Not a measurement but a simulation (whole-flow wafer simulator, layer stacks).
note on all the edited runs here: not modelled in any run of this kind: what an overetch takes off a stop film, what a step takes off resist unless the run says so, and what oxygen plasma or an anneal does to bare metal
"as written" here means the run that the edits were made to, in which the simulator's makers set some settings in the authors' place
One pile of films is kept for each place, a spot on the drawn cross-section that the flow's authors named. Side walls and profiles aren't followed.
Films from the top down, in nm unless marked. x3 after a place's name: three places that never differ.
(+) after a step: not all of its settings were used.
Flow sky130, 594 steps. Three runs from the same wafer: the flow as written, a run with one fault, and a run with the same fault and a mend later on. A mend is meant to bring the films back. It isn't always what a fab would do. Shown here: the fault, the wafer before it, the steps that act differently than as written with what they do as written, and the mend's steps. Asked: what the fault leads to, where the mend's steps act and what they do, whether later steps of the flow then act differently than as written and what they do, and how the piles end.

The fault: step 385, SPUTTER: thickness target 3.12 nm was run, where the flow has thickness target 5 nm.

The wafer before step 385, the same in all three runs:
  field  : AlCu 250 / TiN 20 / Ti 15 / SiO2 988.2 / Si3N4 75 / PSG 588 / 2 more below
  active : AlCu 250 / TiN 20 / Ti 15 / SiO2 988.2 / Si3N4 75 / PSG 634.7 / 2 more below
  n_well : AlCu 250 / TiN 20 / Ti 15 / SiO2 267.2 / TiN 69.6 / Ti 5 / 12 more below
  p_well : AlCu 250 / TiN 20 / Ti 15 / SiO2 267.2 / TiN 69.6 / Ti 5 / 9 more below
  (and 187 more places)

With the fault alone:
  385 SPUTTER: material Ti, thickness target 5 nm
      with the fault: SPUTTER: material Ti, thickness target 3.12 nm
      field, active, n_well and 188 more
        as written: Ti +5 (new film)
        with the fault: Ti +3.12 (new film)
  Later steps of the flow that act differently than as written (12 more steps differ only slightly, by at most 2% or 0.5 nm, whichever is larger, and aren't shown):
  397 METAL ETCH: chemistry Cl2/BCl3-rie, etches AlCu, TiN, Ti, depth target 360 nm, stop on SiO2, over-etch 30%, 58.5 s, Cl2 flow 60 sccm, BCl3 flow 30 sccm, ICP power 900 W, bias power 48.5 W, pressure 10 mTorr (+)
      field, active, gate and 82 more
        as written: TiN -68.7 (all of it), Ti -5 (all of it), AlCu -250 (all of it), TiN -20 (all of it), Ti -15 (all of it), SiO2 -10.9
        with the fault: TiN -68.7 (all of it), Ti -3.12 (all of it), AlCu -250 (all of it), TiN -20 (all of it), Ti -15 (all of it), SiO2 -11.1
  At the end the piles differ from the flow's by more than 2% or 0.5 nm, whichever is larger, at n_well, p_well, gate_hv and 103 more.
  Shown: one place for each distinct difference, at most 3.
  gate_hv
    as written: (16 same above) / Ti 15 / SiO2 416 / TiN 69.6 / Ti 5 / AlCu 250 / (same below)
    with the fault: (16 same above) / Ti 15 / SiO2 417.9 / TiN 69.6 / Ti 3.12 / AlCu 250 / (same below)
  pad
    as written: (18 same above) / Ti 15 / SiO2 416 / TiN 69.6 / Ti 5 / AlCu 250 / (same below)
    with the fault: (18 same above) / Ti 15 / SiO2 417.9 / TiN 69.6 / Ti 3.12 / AlCu 250 / (same below)
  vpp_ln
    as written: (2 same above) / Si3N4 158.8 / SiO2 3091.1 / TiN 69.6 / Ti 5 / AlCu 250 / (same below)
    with the fault: (2 same above) / Si3N4 158.8 / SiO2 3093 / TiN 69.6 / Ti 3.12 / AlCu 250 / (same below)

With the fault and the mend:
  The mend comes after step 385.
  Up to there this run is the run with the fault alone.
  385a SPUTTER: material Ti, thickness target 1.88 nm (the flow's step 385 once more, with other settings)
      field, active, n_well and 188 more
        Ti +1.88
  No later step of the flow acts differently than as written at any place that is followed.
  At the end the piles are the same as the flow's at every place that both follow.
